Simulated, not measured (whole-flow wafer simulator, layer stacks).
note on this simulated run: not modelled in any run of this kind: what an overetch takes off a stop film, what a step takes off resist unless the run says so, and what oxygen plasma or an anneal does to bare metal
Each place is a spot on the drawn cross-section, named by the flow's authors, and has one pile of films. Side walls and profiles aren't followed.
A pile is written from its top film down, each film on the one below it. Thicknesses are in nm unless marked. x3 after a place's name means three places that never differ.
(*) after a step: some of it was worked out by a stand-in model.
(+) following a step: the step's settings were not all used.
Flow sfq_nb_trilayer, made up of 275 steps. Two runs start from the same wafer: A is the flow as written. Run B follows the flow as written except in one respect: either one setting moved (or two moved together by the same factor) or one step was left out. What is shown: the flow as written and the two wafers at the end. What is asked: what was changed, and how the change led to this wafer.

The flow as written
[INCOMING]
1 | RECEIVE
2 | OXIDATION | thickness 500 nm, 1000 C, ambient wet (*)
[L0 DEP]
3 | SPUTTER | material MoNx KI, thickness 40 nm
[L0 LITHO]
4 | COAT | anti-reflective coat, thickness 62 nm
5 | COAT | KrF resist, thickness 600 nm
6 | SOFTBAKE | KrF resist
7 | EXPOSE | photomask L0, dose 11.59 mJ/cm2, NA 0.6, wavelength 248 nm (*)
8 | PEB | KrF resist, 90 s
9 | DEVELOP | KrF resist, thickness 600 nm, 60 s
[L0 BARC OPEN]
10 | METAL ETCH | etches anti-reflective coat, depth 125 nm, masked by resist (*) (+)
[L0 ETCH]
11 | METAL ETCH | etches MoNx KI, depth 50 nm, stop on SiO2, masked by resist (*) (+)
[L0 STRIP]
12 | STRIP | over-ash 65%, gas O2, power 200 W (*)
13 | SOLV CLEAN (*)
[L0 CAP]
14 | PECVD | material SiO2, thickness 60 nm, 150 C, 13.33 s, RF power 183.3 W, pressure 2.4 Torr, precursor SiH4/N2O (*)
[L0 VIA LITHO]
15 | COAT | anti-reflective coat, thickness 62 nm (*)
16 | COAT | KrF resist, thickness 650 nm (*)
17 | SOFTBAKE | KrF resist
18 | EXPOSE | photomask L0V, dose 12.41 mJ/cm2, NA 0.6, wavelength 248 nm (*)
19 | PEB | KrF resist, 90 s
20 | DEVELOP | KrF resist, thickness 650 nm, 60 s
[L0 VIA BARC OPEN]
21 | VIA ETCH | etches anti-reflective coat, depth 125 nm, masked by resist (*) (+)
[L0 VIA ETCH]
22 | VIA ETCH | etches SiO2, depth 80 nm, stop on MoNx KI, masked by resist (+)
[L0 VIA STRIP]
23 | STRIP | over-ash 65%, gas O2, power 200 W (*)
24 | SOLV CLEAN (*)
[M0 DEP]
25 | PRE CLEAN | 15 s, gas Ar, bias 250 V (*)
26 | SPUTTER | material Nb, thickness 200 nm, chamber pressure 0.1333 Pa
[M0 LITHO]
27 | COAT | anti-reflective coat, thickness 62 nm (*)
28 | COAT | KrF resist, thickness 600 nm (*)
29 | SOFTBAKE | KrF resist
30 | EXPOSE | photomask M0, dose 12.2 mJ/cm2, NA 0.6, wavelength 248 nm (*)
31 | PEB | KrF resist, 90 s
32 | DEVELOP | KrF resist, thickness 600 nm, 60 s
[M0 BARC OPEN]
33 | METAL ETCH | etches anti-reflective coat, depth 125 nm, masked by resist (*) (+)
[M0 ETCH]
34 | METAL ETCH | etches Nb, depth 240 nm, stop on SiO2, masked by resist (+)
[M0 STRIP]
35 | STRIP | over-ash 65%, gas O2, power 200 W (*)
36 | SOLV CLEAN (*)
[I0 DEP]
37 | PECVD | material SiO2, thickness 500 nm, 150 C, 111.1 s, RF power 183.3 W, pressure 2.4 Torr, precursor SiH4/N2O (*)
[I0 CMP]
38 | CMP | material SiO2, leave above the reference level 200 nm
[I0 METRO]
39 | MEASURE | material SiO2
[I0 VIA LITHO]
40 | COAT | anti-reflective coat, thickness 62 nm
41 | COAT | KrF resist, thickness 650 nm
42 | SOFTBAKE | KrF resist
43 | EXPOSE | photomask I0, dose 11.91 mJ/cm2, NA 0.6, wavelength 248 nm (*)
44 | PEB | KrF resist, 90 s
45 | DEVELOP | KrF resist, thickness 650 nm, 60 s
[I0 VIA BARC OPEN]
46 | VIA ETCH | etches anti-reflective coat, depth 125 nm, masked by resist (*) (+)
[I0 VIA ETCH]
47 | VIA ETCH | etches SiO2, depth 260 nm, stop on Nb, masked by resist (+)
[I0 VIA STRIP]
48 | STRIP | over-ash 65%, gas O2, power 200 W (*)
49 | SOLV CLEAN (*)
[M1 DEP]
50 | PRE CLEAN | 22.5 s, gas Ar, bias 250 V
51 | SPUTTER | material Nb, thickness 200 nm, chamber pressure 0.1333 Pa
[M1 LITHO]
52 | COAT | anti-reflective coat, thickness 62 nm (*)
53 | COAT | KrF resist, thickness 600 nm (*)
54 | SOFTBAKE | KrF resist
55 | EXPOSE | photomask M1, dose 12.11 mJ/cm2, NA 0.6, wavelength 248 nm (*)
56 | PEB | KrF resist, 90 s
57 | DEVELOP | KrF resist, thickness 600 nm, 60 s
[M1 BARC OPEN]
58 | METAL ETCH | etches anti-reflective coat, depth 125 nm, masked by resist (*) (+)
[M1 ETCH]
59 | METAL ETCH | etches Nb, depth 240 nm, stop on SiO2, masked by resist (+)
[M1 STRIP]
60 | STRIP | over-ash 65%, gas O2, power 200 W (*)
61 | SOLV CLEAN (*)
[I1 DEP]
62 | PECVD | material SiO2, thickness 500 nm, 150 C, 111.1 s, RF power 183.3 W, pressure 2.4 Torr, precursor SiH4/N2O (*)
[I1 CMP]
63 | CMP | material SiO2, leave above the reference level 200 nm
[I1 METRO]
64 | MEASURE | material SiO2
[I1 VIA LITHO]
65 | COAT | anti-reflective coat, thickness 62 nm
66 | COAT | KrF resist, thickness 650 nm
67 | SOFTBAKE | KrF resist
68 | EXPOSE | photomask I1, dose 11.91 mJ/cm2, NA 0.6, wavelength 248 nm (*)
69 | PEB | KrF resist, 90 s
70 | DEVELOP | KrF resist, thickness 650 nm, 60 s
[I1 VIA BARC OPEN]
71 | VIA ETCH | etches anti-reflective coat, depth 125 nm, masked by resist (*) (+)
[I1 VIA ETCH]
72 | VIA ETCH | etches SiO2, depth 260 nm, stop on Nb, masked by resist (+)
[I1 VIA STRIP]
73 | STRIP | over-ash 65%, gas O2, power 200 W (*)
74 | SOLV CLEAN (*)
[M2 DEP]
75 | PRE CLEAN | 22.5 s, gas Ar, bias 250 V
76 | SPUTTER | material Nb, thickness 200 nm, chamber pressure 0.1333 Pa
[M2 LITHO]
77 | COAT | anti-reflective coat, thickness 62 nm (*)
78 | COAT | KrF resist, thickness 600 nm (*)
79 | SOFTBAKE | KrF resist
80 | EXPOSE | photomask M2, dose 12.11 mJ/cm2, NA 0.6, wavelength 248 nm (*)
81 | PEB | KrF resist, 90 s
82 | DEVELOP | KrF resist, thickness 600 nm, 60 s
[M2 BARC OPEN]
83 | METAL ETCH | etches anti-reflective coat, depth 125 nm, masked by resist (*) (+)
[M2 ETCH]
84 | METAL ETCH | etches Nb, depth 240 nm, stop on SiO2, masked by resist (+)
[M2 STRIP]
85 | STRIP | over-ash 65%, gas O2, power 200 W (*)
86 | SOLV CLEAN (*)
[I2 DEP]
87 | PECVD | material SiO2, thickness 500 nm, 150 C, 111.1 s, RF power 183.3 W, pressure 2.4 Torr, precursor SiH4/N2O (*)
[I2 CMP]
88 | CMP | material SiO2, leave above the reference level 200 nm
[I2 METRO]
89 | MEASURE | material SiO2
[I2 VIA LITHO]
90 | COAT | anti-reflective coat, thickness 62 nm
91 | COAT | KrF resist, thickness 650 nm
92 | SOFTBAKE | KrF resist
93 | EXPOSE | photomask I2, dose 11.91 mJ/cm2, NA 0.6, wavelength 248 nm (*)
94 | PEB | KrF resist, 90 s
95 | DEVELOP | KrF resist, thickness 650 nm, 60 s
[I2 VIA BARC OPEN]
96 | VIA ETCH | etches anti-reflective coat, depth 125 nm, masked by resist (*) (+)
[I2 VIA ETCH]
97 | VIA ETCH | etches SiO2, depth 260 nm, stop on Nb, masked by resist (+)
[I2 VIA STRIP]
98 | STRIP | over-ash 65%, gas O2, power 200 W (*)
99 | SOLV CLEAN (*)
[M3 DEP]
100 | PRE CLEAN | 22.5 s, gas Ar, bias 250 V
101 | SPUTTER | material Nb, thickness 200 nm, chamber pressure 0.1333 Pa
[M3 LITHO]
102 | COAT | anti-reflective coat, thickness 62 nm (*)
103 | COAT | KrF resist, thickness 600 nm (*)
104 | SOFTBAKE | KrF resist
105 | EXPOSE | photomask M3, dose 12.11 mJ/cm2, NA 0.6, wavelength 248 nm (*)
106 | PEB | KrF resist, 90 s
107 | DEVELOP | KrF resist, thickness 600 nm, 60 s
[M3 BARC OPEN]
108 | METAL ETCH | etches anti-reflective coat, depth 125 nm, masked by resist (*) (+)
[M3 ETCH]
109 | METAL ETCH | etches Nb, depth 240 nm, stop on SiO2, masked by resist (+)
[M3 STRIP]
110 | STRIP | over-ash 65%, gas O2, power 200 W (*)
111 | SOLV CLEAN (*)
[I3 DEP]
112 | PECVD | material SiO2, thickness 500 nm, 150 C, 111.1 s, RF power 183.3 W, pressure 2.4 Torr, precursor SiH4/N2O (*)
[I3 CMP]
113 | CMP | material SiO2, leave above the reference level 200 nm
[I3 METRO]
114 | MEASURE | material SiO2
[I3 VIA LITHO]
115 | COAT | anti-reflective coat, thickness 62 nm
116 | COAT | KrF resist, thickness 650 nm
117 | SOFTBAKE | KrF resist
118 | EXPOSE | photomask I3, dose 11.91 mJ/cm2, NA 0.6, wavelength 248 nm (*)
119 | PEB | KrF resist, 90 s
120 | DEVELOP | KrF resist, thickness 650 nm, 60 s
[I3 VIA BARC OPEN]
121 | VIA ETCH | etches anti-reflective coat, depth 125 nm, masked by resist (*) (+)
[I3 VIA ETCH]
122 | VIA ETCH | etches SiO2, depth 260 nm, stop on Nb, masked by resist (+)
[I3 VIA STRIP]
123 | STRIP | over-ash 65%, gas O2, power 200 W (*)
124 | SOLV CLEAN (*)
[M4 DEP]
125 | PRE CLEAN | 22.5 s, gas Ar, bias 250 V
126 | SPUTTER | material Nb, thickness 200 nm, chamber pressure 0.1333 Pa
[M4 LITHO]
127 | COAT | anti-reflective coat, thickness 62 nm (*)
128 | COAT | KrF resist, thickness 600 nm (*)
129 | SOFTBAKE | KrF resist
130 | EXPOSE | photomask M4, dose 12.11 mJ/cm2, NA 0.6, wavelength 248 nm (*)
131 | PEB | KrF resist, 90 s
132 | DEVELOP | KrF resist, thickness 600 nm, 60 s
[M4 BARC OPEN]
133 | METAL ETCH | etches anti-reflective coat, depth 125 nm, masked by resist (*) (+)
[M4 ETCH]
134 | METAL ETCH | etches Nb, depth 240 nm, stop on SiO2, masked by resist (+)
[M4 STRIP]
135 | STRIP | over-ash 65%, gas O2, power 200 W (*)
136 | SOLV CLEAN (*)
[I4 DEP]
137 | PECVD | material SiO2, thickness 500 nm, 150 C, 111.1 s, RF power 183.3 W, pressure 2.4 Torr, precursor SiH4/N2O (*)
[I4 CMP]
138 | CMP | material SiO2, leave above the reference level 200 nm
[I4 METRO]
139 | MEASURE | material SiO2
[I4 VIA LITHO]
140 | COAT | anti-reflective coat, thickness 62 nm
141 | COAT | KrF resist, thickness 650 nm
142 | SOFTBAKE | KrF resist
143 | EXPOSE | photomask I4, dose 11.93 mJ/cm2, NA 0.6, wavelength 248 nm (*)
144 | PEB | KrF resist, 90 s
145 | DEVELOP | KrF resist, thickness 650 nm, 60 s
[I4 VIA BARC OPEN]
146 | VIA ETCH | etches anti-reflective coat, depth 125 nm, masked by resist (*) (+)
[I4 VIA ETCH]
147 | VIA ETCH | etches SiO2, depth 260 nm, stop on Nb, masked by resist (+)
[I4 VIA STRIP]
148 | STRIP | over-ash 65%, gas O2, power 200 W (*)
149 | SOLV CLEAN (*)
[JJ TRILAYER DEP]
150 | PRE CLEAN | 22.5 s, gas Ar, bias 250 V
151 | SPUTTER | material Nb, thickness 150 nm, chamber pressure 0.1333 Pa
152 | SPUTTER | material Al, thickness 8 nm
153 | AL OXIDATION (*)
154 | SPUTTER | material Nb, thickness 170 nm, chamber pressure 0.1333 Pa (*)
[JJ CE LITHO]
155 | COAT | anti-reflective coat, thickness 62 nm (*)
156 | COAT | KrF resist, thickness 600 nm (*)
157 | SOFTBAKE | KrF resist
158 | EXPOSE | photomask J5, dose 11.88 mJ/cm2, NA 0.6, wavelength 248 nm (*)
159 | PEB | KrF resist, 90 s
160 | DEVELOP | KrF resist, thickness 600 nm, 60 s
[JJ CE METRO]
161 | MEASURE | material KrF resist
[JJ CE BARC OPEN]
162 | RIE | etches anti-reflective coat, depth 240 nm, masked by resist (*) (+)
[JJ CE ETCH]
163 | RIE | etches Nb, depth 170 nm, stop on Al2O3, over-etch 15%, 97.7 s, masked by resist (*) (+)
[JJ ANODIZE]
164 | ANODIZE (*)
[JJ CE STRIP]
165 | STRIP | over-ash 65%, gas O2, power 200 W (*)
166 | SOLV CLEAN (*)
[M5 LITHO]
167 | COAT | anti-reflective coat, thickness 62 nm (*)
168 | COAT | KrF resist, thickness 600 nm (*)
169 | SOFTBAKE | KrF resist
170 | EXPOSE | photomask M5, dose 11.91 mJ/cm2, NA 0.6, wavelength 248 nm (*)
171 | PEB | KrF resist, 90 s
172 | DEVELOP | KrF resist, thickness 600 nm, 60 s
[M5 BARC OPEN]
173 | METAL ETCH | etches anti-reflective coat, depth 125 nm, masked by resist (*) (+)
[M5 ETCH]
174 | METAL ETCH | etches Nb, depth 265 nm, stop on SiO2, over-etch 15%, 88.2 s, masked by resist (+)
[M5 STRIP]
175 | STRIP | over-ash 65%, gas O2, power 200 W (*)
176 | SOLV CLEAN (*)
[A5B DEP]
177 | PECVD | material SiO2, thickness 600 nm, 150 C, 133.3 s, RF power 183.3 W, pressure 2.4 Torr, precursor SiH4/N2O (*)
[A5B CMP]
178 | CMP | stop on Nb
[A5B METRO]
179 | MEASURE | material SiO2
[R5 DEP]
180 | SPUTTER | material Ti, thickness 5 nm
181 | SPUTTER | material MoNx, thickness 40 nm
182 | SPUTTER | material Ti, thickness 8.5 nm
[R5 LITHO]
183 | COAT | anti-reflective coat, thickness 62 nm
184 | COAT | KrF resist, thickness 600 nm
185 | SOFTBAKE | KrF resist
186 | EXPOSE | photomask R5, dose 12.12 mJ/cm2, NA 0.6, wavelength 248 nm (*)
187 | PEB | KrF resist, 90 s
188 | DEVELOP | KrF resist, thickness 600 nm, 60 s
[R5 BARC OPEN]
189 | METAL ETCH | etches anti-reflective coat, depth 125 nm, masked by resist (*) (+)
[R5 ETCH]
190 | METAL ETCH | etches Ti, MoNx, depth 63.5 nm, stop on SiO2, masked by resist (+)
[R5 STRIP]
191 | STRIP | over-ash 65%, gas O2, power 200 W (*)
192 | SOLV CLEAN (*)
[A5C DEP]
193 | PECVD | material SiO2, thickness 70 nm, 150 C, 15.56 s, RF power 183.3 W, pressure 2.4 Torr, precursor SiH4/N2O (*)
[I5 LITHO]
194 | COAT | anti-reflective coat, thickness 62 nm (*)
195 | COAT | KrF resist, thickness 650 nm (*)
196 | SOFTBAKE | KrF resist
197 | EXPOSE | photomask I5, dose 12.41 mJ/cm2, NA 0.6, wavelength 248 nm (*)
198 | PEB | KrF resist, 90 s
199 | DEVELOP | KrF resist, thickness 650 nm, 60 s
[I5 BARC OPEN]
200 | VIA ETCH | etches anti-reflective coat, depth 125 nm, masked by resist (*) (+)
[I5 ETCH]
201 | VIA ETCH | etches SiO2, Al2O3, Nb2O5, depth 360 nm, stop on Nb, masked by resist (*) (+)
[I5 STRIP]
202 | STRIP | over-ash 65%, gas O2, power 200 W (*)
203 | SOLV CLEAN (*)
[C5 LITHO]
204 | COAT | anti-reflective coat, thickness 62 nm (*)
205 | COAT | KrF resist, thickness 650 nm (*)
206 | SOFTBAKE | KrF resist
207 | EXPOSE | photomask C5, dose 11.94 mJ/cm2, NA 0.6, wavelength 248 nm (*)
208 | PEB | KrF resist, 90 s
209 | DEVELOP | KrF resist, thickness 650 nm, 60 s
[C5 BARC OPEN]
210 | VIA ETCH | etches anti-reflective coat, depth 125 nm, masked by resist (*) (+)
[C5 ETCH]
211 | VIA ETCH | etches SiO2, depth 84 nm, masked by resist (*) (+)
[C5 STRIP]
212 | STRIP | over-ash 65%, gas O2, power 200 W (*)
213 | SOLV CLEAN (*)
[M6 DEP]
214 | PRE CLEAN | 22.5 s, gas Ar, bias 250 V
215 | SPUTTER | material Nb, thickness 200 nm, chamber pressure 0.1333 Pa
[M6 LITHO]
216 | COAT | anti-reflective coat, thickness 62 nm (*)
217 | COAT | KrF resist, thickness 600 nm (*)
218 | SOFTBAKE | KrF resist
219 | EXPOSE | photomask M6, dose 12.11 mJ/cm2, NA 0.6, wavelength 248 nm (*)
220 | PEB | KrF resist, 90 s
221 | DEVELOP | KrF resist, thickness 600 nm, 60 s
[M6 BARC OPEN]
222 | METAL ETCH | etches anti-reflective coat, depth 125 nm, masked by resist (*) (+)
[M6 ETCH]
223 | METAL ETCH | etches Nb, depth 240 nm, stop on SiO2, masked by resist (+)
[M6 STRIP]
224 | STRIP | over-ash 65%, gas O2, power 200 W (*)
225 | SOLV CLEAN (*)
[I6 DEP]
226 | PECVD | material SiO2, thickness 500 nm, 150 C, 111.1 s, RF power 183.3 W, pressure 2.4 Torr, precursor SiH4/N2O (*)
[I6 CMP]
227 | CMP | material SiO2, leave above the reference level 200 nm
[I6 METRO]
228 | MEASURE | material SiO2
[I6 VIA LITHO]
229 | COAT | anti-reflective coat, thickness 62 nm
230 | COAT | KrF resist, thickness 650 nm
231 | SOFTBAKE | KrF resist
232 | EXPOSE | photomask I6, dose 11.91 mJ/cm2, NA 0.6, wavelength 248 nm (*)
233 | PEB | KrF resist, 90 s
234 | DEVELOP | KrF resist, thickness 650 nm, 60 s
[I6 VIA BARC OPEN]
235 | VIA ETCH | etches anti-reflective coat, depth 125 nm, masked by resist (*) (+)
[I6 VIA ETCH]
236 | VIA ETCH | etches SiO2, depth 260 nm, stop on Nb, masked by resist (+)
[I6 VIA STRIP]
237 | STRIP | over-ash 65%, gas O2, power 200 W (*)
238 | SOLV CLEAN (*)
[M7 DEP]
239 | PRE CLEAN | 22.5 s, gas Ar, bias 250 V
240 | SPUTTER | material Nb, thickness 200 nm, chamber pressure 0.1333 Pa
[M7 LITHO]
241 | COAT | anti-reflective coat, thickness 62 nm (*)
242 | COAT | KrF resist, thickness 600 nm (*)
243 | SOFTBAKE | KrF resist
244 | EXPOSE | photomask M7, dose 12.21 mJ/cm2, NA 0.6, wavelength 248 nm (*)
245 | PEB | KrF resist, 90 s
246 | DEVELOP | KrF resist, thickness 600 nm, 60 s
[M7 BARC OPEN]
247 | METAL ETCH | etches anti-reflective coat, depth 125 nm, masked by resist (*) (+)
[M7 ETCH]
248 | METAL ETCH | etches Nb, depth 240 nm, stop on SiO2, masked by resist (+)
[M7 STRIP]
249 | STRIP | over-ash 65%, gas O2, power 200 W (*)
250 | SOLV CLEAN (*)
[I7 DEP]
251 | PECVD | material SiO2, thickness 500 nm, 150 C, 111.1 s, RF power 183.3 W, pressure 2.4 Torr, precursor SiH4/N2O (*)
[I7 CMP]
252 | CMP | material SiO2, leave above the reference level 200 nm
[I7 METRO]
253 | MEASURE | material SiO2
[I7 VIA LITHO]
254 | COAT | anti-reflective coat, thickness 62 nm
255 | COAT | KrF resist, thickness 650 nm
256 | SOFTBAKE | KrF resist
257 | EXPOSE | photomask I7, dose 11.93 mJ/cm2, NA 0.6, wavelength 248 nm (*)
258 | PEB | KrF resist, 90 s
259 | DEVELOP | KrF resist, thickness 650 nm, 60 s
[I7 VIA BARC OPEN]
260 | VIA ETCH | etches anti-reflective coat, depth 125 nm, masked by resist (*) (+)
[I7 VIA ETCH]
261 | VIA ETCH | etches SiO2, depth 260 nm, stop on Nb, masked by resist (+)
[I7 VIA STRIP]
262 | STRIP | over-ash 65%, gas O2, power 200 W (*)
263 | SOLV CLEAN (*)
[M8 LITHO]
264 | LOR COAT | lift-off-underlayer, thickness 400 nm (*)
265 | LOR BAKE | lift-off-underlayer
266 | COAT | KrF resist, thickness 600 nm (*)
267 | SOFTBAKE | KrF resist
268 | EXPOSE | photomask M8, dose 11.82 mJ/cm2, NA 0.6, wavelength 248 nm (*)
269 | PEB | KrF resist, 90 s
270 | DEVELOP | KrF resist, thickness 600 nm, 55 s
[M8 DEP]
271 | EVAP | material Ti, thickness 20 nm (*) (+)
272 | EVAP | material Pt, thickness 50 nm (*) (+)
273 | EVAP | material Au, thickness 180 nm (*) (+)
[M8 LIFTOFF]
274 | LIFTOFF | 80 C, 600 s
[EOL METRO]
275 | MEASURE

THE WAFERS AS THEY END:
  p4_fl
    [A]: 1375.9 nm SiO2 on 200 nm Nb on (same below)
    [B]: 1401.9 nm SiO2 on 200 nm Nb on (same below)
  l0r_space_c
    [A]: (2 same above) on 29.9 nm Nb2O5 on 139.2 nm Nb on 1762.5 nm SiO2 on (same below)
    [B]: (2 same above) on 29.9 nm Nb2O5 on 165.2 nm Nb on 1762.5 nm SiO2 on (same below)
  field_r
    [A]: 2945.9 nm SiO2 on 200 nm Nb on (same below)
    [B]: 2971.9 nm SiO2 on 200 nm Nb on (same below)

What caused this: step 151, SPUTTER: thickness 176 nm was run, though the flow has thickness 150 nm.

How this came from the change, step by step:
  151 | SPUTTER | material Nb, thickness 150 nm, chamber pressure 0.1333 Pa
      field_l, v_sur, via_sp and 100 more: A Nb gains 150 (new film) | B Nb gains 176 (new film)
      via_wl, via_w, via_wr: A Nb gains 130.4 | B Nb gains 153.2
  155 | COAT | anti-reflective coat, thickness 62 nm (*)
      via_wl, via_wr: A anti-reflective coat gains 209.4 (new film) | B anti-reflective coat gains 216.8 (new film)
      via_w: A anti-reflective coat gains 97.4 (new film) | B anti-reflective coat gains 99.7 (new film)
  162 | RIE | etches anti-reflective coat, depth 240 nm, masked by resist (*) (+)
      ce_l, c5j, ce_r, wl_jj: A KrF resist loses 209.4 | B KrF resist loses 216.8
      via_wl, via_wr: A anti-reflective coat loses 209.4 (all of it) | B anti-reflective coat loses 216.8 (all of it)
      (and at 1 other place as well)
  165 | STRIP | over-ash 65%, gas O2, power 200 W (*)
      ce_l: A KrF resist loses 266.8 (all of it), anti-reflective coat loses 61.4 (all of it) | B KrF resist loses 259.3 (all of it), anti-reflective coat loses 61.4 (all of it)
      c5j: A KrF resist loses 266.9 (all of it), anti-reflective coat loses 61.5 (all of it) | B KrF resist loses 259.4 (all of it), anti-reflective coat loses 61.5 (all of it)
      (and at 2 other places as well)
  167 | COAT | anti-reflective coat, thickness 62 nm (*)
      via_wl: A anti-reflective coat gains 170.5 (new film) | B anti-reflective coat gains 174.7 (new film)
      via_wr: A anti-reflective coat gains 170.6 (new film) | B anti-reflective coat gains 174.7 (new film)
      (and at 2 other places as well)
  174 | METAL ETCH | etches Nb, depth 265 nm, stop on SiO2, over-etch 15%, 88.2 s, masked by resist (+)
      field_l, r_sur, res and 49 more: A Al2O3 loses 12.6 (all of it), Nb2O5 loses 29.9 (all of it), Nb loses 139.2 (all of it), SiO2 loses 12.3 | B Al2O3 loses 12.6 (all of it), Nb2O5 loses 29.9 (all of it), Nb loses 165.2 (all of it), SiO2 loses 9.69
      wl_a_sl: A Al2O3 loses 12.6 (all of it), Nb2O5 loses 29.9 (all of it), Nb loses 139.2 (all of it), SiO2 loses 12.3 | B Al2O3 loses 12.6 (all of it), Nb2O5 loses 29.9 (all of it), Nb loses 165.2 (all of it), SiO2 loses 9.7
  175 | STRIP | over-ash 65%, gas O2, power 200 W (*)
      via_wl: A KrF resist loses 427 (all of it), anti-reflective coat loses 170.5 (all of it) | B KrF resist loses 425.7 (all of it), anti-reflective coat loses 174.7 (all of it)
      via_wr: A KrF resist loses 427.6 (all of it), anti-reflective coat loses 170.6 (all of it) | B KrF resist loses 426.3 (all of it), anti-reflective coat loses 174.7 (all of it)
      (and at 2 other places as well)
  178 | CMP | stop on Nb
      field_l, p4_fl, p4_fm and 39 more: A SiO2 loses 259.3 | B SiO2 loses 235.9
      r_sur, res, r_end, moat, field_r, lsp_l: A SiO2 loses 252.3 | B SiO2 loses 228
      (and at 5 other places as well)
